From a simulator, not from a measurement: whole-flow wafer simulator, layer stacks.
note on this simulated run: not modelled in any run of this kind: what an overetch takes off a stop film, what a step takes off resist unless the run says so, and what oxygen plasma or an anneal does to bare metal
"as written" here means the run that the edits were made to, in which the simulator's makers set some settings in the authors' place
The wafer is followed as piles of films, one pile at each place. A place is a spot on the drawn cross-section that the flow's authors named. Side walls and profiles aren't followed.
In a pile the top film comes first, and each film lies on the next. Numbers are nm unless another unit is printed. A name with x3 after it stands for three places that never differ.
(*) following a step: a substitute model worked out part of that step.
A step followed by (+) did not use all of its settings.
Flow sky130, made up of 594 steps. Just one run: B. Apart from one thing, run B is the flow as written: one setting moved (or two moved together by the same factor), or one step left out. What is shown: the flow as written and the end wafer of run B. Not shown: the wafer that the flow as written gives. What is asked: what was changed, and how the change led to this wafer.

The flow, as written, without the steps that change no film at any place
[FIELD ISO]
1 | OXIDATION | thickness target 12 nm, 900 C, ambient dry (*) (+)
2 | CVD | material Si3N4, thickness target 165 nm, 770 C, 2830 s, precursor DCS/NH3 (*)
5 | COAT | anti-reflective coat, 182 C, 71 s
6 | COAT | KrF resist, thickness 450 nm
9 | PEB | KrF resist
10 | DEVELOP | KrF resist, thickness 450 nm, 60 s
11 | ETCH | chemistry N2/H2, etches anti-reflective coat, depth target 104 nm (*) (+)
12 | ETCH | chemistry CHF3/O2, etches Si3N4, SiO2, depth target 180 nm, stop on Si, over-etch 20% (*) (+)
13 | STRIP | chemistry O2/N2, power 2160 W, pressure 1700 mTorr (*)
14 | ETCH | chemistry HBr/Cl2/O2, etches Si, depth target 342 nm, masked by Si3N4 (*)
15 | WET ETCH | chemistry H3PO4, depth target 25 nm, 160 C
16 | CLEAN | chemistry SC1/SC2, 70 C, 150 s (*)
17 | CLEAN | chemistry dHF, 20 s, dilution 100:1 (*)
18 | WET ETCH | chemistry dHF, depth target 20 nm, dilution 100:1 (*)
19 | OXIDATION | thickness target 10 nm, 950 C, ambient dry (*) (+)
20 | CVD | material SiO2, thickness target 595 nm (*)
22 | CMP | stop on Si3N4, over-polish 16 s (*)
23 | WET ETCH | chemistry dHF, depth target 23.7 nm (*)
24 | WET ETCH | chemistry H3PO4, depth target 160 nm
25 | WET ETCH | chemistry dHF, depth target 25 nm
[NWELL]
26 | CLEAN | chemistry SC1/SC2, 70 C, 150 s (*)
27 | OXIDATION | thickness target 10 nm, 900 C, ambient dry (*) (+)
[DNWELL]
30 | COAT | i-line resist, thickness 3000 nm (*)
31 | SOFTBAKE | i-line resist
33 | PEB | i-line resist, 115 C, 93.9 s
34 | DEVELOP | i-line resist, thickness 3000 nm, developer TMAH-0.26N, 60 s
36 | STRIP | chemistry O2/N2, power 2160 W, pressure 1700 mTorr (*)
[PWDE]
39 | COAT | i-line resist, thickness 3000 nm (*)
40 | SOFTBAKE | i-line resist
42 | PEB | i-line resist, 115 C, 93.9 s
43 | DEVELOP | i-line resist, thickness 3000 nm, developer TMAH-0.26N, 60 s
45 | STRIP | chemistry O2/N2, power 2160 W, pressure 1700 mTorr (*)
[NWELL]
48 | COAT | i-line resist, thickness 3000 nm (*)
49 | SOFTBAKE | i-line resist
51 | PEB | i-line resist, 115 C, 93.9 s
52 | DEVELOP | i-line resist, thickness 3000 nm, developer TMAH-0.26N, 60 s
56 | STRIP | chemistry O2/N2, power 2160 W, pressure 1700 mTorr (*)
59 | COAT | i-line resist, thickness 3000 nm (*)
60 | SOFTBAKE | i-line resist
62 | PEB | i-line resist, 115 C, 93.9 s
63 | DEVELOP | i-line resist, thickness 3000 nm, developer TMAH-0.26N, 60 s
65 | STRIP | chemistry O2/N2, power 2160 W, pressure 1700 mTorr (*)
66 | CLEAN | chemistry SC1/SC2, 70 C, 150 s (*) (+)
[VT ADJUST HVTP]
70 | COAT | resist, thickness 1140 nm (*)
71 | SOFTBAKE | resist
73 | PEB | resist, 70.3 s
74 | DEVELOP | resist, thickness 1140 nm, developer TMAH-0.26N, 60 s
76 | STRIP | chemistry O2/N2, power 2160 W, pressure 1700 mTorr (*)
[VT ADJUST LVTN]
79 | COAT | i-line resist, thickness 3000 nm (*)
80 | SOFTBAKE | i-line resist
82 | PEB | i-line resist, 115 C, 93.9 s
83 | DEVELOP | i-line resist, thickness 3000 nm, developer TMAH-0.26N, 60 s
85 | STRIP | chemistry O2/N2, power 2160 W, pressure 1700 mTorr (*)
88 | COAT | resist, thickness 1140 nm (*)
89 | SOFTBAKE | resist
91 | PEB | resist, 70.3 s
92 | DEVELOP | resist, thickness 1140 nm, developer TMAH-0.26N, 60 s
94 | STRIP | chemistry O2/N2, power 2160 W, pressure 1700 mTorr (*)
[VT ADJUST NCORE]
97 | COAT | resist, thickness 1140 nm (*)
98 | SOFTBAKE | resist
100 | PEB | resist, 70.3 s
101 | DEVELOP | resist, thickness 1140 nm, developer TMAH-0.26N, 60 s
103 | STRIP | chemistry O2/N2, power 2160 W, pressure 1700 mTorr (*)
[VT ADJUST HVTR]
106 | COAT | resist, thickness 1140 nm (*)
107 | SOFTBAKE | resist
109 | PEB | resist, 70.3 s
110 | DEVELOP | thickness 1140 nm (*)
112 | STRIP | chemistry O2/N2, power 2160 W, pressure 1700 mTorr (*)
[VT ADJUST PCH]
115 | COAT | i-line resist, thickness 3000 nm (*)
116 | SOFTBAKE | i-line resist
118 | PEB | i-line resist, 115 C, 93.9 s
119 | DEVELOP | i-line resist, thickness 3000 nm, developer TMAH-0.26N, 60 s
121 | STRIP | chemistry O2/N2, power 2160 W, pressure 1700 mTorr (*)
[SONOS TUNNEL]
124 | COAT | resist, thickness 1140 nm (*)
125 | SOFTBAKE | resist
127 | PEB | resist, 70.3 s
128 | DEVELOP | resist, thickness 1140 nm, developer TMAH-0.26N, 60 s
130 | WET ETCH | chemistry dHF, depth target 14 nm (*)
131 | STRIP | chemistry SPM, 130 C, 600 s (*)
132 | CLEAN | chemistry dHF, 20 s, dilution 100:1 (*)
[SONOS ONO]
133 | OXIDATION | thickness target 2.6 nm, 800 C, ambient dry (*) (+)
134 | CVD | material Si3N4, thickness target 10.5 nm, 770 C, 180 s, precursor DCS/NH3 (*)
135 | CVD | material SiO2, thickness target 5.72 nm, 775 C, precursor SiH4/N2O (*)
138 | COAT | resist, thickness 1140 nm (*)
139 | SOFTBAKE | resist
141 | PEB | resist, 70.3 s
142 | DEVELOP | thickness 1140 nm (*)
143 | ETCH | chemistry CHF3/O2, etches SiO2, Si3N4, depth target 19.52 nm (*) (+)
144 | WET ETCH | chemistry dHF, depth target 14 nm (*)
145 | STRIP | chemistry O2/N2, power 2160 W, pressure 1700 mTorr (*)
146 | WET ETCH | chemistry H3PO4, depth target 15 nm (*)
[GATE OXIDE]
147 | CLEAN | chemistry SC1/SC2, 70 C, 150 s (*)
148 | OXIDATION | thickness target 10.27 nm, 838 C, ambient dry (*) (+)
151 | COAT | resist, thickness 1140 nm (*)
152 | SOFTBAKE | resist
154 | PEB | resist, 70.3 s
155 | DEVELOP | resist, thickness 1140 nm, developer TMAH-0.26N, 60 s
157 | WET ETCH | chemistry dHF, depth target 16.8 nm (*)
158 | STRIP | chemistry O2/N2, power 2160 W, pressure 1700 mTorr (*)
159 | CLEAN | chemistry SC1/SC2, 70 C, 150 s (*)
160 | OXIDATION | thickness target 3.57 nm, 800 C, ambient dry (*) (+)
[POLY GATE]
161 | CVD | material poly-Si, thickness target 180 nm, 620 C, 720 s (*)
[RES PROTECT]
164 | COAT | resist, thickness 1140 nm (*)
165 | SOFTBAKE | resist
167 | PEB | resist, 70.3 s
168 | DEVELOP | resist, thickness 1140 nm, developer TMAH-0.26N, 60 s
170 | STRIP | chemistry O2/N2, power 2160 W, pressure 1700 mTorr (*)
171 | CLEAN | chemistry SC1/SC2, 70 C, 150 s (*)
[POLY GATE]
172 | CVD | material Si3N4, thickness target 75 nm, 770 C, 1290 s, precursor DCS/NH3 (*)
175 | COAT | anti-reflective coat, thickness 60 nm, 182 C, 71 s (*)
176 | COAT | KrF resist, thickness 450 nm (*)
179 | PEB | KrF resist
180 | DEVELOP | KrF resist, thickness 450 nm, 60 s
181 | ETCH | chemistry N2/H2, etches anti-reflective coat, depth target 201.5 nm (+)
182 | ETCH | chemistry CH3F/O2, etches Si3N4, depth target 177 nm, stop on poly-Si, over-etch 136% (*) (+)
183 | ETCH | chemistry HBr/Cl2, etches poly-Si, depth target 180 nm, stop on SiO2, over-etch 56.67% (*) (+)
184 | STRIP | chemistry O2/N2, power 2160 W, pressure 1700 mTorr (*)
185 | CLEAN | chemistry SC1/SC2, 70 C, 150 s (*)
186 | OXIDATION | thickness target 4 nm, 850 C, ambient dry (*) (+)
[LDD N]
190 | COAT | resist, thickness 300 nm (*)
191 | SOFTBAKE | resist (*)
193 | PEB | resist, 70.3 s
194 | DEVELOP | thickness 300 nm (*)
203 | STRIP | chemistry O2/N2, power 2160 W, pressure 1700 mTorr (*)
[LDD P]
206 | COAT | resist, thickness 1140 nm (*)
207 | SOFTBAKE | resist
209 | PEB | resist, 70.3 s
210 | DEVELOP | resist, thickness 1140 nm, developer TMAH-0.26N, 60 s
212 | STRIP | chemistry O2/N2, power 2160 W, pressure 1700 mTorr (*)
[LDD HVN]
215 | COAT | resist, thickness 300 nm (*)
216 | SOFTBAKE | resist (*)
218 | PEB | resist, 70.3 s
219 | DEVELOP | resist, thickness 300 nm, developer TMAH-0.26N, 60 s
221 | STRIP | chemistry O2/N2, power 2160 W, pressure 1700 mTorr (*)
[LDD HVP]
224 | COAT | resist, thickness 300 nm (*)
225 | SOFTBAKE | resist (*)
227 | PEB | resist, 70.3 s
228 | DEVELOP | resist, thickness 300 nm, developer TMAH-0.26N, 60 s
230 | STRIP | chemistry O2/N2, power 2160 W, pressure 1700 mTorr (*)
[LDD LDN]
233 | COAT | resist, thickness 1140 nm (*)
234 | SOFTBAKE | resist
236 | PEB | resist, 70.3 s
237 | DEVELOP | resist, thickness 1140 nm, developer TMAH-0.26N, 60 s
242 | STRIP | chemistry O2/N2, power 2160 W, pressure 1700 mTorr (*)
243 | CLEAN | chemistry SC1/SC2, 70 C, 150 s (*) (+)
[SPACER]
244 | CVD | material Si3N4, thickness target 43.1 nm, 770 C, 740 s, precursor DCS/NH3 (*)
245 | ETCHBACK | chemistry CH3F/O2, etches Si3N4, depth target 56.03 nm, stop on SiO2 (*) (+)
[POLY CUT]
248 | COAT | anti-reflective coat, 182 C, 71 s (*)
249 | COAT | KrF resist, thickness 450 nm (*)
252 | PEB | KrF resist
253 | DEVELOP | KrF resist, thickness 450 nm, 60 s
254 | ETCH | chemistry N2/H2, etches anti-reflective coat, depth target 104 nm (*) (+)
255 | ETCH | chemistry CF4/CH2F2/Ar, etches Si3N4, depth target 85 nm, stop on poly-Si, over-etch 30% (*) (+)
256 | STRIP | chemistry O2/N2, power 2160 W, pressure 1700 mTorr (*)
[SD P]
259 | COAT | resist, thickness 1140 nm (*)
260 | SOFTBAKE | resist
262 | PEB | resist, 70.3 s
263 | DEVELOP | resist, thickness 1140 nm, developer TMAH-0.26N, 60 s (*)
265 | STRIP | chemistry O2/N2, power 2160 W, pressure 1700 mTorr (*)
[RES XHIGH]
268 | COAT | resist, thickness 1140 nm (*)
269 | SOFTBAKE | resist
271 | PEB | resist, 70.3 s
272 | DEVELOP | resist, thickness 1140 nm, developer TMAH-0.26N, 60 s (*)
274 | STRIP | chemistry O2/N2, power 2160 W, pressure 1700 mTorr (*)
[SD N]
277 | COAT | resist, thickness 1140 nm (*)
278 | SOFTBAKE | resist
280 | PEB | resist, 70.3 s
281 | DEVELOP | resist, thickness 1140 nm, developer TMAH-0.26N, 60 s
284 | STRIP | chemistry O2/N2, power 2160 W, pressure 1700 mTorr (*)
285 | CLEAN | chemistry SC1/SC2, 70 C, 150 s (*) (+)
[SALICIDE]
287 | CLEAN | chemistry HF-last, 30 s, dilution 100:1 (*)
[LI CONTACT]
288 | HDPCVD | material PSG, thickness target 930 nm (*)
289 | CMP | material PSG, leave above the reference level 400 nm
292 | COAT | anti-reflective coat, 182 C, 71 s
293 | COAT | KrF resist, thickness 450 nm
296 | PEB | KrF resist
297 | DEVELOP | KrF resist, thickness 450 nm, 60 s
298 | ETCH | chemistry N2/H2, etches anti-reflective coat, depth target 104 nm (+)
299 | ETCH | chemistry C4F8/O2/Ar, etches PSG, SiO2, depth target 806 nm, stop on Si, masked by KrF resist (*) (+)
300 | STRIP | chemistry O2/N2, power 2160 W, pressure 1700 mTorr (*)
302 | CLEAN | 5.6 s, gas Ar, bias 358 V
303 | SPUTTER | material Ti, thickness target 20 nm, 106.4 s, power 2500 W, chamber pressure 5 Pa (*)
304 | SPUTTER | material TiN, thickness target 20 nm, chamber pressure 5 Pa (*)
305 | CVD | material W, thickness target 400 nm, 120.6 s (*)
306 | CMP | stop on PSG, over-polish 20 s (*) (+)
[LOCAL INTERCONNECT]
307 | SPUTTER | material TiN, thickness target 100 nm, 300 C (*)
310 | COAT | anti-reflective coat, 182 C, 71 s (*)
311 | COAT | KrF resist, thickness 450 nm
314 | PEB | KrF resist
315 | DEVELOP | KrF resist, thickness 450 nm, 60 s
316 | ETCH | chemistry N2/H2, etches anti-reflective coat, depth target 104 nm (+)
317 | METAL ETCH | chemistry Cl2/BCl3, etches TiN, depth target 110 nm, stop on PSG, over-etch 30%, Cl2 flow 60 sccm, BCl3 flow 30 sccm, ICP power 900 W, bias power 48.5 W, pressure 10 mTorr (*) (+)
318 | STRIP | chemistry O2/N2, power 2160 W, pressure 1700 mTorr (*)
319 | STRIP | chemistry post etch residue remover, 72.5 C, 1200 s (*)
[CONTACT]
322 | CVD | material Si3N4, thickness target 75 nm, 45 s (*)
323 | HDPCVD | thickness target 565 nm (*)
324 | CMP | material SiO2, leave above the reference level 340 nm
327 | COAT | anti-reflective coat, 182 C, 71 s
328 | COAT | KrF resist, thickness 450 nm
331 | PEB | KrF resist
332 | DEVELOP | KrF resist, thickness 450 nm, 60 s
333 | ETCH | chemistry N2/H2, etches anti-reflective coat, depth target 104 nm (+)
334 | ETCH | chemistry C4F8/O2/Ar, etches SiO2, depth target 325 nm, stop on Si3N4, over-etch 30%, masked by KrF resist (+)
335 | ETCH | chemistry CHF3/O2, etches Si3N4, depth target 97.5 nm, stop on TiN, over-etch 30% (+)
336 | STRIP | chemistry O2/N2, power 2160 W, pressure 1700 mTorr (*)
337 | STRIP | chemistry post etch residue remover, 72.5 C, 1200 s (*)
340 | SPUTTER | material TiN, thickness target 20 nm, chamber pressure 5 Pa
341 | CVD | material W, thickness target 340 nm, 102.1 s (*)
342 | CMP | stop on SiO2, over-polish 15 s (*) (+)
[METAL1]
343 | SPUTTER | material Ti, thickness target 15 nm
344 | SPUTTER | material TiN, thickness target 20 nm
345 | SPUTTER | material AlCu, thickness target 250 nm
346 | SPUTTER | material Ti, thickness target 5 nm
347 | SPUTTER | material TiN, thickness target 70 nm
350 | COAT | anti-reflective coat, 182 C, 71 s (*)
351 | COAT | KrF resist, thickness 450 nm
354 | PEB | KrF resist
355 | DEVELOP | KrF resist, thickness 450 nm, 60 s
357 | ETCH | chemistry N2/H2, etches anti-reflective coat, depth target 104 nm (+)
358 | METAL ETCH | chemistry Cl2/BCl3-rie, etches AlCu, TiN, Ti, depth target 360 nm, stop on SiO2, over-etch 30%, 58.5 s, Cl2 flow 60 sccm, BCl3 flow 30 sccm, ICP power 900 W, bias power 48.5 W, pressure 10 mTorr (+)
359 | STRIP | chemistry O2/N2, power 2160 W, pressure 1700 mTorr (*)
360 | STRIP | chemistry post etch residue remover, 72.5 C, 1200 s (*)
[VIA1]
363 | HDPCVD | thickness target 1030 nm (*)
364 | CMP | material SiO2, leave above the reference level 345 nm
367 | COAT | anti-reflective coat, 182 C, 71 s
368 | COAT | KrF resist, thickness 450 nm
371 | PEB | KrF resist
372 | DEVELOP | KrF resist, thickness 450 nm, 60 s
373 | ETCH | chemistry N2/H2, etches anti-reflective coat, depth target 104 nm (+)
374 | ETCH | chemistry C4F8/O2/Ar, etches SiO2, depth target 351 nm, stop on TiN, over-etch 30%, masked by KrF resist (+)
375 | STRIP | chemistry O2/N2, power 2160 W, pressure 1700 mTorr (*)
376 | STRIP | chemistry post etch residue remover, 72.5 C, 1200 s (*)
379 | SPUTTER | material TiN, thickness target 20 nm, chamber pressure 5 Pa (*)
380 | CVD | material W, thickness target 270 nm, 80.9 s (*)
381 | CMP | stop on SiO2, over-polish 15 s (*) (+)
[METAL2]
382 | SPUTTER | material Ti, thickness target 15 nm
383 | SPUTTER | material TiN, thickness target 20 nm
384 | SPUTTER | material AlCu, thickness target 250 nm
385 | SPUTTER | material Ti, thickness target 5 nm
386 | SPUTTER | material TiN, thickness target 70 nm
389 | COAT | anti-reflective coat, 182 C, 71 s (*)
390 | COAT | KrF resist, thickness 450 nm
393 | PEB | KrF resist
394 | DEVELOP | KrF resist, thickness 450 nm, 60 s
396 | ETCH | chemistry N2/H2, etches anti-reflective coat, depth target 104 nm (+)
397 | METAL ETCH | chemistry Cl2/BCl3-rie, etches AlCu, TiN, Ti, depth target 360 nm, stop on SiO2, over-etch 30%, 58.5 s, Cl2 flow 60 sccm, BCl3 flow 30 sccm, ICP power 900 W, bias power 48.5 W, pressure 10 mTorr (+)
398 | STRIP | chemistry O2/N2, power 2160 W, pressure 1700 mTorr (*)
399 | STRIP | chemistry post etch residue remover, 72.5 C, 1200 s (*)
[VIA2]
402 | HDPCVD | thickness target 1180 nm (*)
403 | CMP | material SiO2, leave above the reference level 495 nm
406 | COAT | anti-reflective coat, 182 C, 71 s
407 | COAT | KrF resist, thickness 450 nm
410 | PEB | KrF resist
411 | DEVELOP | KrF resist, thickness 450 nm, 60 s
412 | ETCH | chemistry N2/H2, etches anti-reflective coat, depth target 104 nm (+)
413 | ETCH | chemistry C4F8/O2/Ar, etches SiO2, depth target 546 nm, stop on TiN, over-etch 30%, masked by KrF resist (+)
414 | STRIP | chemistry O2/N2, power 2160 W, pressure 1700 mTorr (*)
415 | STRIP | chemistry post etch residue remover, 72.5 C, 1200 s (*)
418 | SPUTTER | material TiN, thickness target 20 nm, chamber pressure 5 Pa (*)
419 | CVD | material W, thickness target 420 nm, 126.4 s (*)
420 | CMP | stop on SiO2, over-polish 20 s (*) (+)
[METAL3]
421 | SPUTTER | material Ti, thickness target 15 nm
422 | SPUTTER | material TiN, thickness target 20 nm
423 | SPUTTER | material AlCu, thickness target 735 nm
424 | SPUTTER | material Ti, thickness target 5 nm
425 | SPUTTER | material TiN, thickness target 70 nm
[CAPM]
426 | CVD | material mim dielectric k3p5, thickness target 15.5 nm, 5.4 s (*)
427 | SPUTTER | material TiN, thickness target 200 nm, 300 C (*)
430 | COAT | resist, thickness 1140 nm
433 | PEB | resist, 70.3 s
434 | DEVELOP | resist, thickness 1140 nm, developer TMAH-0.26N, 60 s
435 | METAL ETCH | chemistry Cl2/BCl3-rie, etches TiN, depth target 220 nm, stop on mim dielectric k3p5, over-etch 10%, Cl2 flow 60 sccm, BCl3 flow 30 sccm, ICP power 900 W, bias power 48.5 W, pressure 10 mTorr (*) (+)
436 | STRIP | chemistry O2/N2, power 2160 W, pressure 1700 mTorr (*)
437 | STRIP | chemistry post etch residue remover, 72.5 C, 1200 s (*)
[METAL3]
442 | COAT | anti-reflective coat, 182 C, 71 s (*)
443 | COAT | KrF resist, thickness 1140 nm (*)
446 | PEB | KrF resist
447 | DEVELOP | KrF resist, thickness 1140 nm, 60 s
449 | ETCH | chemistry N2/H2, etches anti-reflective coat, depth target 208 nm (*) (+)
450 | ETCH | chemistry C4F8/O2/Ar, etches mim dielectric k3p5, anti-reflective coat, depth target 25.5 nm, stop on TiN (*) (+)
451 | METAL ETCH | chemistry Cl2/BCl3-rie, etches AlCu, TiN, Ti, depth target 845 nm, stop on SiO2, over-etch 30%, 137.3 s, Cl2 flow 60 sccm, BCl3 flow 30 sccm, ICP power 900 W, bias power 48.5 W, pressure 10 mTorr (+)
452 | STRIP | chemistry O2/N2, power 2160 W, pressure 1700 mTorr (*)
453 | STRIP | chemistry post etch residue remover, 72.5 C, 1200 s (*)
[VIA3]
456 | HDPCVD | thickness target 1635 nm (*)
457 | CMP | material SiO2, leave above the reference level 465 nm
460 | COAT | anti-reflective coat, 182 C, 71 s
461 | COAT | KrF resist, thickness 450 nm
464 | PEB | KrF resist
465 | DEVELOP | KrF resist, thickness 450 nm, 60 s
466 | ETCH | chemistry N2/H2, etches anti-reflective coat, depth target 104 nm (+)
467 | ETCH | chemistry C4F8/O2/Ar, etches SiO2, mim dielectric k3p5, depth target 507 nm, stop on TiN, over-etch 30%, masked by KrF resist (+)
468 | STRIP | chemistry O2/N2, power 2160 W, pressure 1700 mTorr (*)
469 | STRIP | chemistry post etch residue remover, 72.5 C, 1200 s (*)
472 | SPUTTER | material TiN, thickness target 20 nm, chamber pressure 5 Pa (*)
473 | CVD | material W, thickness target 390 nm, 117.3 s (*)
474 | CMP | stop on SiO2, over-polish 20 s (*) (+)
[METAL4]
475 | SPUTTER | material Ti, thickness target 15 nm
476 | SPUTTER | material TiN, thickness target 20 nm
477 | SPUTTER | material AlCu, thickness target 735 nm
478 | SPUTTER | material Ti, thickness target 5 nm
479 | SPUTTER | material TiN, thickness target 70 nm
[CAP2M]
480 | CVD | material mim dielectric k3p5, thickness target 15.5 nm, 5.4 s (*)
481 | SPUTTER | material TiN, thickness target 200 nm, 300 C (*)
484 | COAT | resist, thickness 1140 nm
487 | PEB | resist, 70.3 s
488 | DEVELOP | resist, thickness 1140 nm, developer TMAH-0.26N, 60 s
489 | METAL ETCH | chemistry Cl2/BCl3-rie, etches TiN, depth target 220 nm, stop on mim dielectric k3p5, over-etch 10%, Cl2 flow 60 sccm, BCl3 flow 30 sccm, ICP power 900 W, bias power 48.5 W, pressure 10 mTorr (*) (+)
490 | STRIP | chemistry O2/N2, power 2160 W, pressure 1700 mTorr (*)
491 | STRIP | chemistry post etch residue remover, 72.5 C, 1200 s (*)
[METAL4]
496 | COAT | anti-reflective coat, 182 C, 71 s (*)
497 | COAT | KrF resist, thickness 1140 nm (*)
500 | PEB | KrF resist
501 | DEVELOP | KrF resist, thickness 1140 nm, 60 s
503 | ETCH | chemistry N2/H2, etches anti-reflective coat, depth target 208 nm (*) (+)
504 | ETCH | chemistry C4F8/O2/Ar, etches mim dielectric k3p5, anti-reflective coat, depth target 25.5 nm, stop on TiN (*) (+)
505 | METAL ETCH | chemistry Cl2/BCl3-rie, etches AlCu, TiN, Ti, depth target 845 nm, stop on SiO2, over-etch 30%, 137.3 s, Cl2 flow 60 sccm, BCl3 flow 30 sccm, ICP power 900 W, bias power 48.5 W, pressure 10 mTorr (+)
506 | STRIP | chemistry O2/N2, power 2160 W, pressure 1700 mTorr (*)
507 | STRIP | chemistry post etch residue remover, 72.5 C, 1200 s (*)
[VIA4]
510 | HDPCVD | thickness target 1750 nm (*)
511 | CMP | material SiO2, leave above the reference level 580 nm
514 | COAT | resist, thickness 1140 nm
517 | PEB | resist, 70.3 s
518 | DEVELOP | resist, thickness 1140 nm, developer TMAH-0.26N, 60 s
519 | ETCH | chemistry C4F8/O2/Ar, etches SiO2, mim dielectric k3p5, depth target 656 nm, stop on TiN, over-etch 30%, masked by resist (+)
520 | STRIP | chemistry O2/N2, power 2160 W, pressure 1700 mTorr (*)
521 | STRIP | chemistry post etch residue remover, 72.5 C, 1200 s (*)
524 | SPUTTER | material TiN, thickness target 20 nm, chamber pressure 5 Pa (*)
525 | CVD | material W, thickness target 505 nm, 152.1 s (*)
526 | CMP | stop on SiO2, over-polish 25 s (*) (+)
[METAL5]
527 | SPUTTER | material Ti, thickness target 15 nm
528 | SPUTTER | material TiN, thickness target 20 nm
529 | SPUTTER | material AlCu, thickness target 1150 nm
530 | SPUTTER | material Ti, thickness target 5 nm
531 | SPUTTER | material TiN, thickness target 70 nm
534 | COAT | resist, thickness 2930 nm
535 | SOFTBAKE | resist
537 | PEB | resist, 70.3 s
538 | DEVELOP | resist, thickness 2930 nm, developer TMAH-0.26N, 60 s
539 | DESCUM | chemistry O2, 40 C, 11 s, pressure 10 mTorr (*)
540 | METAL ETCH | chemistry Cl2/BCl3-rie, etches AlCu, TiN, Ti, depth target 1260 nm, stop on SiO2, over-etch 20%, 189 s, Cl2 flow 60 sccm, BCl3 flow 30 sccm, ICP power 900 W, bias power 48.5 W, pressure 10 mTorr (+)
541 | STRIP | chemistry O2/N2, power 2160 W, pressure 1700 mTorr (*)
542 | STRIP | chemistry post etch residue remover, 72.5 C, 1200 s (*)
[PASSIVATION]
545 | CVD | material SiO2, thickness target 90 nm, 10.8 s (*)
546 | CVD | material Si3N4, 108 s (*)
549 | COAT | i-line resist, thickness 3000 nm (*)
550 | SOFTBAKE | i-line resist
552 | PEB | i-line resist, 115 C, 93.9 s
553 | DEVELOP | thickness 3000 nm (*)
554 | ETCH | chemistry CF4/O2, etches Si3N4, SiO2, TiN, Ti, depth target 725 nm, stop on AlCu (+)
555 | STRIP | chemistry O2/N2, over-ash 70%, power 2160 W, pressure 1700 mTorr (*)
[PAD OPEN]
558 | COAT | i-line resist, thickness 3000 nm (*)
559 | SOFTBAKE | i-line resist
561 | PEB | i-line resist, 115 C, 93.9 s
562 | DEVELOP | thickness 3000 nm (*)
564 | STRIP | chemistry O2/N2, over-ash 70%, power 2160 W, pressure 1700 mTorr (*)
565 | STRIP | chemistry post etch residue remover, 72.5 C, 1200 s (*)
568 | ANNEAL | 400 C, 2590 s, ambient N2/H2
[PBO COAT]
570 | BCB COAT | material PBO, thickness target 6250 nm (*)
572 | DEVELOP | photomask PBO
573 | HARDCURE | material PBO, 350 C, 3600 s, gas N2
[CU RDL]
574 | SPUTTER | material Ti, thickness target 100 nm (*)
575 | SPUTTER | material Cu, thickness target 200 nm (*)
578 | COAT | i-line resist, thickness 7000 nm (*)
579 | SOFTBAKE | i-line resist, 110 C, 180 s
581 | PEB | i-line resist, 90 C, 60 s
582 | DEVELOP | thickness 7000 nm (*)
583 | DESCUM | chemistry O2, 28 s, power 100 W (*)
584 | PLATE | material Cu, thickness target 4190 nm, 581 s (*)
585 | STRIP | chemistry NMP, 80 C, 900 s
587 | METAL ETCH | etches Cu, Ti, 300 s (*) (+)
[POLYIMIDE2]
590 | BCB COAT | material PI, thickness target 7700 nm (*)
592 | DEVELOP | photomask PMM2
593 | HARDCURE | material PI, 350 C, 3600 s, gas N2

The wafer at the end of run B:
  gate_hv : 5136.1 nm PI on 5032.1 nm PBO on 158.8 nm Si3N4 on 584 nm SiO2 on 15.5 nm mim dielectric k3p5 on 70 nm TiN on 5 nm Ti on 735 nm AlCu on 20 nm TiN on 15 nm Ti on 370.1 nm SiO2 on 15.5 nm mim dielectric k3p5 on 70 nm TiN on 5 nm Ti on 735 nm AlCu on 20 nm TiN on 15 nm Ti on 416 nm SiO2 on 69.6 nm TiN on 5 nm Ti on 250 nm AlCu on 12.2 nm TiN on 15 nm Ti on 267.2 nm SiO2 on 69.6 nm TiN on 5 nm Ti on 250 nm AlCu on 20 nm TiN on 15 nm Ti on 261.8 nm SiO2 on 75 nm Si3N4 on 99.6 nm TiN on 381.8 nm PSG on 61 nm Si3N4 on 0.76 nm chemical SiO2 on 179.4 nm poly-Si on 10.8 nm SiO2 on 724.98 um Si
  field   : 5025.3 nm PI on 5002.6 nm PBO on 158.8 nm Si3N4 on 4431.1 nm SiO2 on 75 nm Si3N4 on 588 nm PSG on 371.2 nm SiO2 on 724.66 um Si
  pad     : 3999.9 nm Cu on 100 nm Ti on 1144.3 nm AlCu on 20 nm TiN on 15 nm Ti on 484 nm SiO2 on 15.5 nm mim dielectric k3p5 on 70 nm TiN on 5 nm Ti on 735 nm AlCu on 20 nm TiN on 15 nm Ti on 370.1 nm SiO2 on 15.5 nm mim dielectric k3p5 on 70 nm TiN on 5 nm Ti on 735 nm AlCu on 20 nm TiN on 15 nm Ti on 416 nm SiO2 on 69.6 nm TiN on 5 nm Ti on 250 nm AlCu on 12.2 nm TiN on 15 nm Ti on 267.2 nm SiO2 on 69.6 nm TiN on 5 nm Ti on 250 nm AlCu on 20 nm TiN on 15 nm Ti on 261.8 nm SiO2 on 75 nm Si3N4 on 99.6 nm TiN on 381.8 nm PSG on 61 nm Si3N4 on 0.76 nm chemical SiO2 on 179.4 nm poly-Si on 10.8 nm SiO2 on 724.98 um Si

What caused this: step 383, SPUTTER: thickness target 12.2 nm was run, while the flow as written has thickness target 20 nm.
The wafer lets one read it off: gate_hv has TiN 12.2, and step 383 as written asks for 20 nm.

How this came from the change, step by step:
  383 | SPUTTER | material TiN, thickness target 20 nm
      field, active, n_well and 188 more: +12.2 TiN (new film) (in the flow as written it would be: +20 TiN (new film))
  397 | METAL ETCH | chemistry Cl2/BCl3-rie, etches AlCu, TiN, Ti, depth target 360 nm, stop on SiO2, over-etch 30%, 58.5 s, Cl2 flow 60 sccm, BCl3 flow 30 sccm, ICP power 900 W, bias power 48.5 W, pressure 10 mTorr (+)
      field, active, gate and 82 more: -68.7 TiN (all of it), -5 Ti (all of it), -250 AlCu (all of it), -12.2 TiN (all of it), -15 Ti (all of it), -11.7 SiO2 (in the flow as written it would be: -68.7 TiN (all of it), -5 Ti (all of it), -250 AlCu (all of it), -20 TiN (all of it), -15 Ti (all of it), -10.9 SiO2)
